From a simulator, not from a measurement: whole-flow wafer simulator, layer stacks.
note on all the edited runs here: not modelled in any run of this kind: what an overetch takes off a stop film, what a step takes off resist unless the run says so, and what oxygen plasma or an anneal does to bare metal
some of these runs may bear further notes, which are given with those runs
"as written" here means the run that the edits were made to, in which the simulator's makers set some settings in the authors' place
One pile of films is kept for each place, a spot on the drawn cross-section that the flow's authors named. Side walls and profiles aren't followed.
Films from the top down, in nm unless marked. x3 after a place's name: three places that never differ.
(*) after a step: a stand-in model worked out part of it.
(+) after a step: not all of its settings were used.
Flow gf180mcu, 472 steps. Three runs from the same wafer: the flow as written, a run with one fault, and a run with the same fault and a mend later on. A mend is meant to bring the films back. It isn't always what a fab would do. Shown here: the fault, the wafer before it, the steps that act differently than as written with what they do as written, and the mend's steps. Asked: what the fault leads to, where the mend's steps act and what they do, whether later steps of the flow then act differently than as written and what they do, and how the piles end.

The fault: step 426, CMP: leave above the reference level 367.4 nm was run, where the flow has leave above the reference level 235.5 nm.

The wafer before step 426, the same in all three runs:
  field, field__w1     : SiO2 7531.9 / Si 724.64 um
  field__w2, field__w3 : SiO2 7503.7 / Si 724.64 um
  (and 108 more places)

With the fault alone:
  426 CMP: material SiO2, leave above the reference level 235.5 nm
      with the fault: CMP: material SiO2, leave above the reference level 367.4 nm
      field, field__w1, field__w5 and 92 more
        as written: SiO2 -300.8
        with the fault: SiO2 -168.9
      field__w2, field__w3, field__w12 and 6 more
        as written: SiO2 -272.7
        with the fault: SiO2 -140.8
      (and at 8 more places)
  Later steps of the flow that act differently than as written (1 more step differs only slightly, by at most 2% or 0.5 nm, whichever is larger, and isn't shown):
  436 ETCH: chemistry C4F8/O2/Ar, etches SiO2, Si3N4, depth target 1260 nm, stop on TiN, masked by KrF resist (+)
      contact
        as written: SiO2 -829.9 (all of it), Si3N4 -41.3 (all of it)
        with the fault: SiO2 -961.8 (all of it), Si3N4 -41.3 (all of it)
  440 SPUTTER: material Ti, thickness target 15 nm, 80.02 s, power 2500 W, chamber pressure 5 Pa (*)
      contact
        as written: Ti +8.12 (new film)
        with the fault: Ti +7.53 (new film)
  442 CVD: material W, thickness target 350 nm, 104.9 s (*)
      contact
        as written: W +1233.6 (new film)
        with the fault: W +1366.5 (new film)
  At the end the piles differ from the flow's by more than 2% or 0.5 nm, whichever is larger, at field__w4, field__w8, contact and 9 more.
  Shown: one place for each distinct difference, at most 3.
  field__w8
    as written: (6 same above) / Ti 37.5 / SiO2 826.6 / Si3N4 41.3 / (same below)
    with the fault: (6 same above) / Ti 37.5 / SiO2 958.5 / Si3N4 41.3 / (same below)
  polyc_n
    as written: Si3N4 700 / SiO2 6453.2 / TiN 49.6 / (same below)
    with the fault: Si3N4 700 / SiO2 6585.1 / TiN 49.6 / (same below)
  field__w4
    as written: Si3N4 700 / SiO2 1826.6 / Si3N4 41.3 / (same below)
    with the fault: Si3N4 700 / SiO2 1958.5 / Si3N4 41.3 / (same below)

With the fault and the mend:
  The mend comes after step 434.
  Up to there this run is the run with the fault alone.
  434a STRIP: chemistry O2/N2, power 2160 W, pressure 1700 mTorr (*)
      field, field__w1, field__w2 and 108 more
        KrF resist -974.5 (all of it), anti-reflective coat -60 (all of it)
      contact
        anti-reflective coat -60 (all of it)
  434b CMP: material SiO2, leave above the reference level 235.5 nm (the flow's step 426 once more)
      field, field__w1, field__w2 and 109 more
        SiO2 -131.9
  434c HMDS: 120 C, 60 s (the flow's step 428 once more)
      changes no film at any place that is followed
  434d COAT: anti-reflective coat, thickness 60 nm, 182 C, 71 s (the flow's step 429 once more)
      field, field__w1, field__w2 and 109 more
        anti-reflective coat +60 (new film)
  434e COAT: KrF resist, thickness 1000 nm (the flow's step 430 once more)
      field, field__w1, field__w2 and 109 more
        KrF resist +1000 (new film)
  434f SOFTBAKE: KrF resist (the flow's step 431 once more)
      changes no film at any place that is followed
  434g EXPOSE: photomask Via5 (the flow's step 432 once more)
      changes no film at any place that is followed
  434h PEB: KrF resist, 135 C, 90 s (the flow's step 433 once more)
      field, field__w1, field__w2 and 109 more
        KrF resist -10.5
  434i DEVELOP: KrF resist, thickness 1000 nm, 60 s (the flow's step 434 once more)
      field, field__w1, field__w2 and 108 more
        KrF resist -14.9
      contact
        KrF resist -989.5 (all of it)
  No later step of the flow acts differently than as written at any place that is followed.
  At the end the piles are the same as the flow's at every place that both follow.
